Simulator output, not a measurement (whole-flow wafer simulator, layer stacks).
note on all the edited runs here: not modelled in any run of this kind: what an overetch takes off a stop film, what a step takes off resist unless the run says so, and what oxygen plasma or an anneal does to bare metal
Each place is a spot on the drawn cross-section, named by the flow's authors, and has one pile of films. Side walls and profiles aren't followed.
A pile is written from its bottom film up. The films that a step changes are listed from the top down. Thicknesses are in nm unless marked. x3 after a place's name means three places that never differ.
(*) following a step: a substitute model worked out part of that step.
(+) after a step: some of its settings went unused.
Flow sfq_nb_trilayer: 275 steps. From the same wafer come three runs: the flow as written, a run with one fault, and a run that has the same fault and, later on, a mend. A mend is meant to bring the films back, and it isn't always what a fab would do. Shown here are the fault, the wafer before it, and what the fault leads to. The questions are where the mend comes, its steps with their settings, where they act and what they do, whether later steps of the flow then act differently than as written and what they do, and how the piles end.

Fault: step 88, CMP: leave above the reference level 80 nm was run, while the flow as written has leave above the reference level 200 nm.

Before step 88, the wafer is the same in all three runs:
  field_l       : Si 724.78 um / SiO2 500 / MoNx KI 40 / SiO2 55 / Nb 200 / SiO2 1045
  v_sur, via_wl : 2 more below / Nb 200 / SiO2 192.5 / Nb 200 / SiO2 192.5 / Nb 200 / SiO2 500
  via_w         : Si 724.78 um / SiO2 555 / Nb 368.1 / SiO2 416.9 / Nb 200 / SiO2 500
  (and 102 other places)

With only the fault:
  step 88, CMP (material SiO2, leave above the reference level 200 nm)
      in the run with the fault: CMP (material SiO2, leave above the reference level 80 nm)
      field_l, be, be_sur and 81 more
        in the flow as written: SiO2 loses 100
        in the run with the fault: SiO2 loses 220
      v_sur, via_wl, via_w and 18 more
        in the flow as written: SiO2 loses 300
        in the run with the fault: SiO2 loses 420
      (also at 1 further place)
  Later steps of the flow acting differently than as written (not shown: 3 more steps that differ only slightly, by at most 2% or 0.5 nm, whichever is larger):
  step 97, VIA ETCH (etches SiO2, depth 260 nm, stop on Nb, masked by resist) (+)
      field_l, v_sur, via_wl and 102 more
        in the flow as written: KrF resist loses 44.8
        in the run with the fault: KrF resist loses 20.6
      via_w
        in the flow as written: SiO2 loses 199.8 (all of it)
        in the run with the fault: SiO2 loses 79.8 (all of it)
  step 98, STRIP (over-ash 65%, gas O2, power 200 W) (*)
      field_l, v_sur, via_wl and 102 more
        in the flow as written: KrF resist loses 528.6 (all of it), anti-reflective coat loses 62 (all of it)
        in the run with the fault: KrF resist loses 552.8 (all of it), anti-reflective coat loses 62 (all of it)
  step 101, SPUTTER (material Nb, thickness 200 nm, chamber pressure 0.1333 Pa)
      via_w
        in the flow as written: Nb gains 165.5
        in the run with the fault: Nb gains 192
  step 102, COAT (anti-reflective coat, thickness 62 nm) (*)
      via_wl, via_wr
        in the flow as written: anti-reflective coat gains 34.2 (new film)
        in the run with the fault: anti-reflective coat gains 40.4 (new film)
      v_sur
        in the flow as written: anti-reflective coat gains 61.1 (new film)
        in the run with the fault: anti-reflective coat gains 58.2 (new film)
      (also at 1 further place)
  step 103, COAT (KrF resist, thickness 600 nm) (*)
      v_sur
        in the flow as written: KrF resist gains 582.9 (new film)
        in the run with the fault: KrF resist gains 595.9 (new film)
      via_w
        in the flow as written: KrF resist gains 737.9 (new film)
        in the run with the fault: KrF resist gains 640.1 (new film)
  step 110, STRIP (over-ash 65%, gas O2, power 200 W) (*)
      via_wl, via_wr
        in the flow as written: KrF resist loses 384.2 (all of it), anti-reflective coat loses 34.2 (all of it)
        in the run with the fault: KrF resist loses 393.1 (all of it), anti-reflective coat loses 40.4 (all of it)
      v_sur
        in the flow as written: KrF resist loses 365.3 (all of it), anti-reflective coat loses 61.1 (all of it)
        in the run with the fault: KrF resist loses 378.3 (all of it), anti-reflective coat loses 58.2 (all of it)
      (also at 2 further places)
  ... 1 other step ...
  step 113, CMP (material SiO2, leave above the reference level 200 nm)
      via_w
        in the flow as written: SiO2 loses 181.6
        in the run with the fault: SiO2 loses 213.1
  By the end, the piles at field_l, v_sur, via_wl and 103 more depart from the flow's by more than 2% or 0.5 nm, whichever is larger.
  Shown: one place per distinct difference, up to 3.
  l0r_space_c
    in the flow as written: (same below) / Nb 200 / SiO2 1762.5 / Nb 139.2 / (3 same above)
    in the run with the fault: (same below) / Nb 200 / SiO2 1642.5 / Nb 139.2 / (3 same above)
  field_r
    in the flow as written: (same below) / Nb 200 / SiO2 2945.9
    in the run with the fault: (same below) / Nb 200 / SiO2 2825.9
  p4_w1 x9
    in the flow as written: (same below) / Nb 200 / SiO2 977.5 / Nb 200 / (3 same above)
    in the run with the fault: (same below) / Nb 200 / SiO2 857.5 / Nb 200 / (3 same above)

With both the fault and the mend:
  The mend stands after step 95.
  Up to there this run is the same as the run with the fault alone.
  step 95a, STRIP (over-ash 65%, gas O2, power 200 W) (*)
      field_l, v_sur, via_wl and 102 more
        KrF resist loses 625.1 (all of it), anti-reflective coat loses 62 (all of it)
      via_w
        anti-reflective coat loses 62 (all of it)
  step 95b, PECVD (material SiO2, thickness 120 nm, 150 C, 26.67 s, RF power 183.3 W, pressure 2.4 Torr, precursor SiH4/N2O) (the flow's step 87 again, with other settings)
      field_l, v_sur, via_wl and 103 more
        SiO2 gains 120
  step 95c, COAT (anti-reflective coat, thickness 62 nm) (the flow's step 90 again)
      field_l, v_sur, via_wl and 103 more
        anti-reflective coat gains 62 (new film)
  step 95d, COAT (KrF resist, thickness 650 nm) (the flow's step 91 again)
      field_l, v_sur, via_wl and 103 more
        KrF resist gains 650 (new film)
  step 95e, SOFTBAKE (KrF resist) (the flow's step 92 again)
      does not change any film at any place that is followed
  step 95f, EXPOSE (photomask I2, dose 11.91 mJ/cm2, NA 0.6, wavelength 248 nm) (*) (the flow's step 93 again)
      does not change any film at any place that is followed
  step 95g, PEB (KrF resist, 90 s) (the flow's step 94 again)
      field_l, v_sur, via_wl and 103 more
        KrF resist loses 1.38
  step 95h, DEVELOP (KrF resist, thickness 650 nm, 60 s) (the flow's step 95 again)
      field_l, v_sur, via_wl and 102 more
        KrF resist loses 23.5
      via_w
        KrF resist loses 648.6 (all of it)
  Later steps of the flow that are run all act as written at every place that is followed.
  The piles end the same as the flow's at every place that both follow.
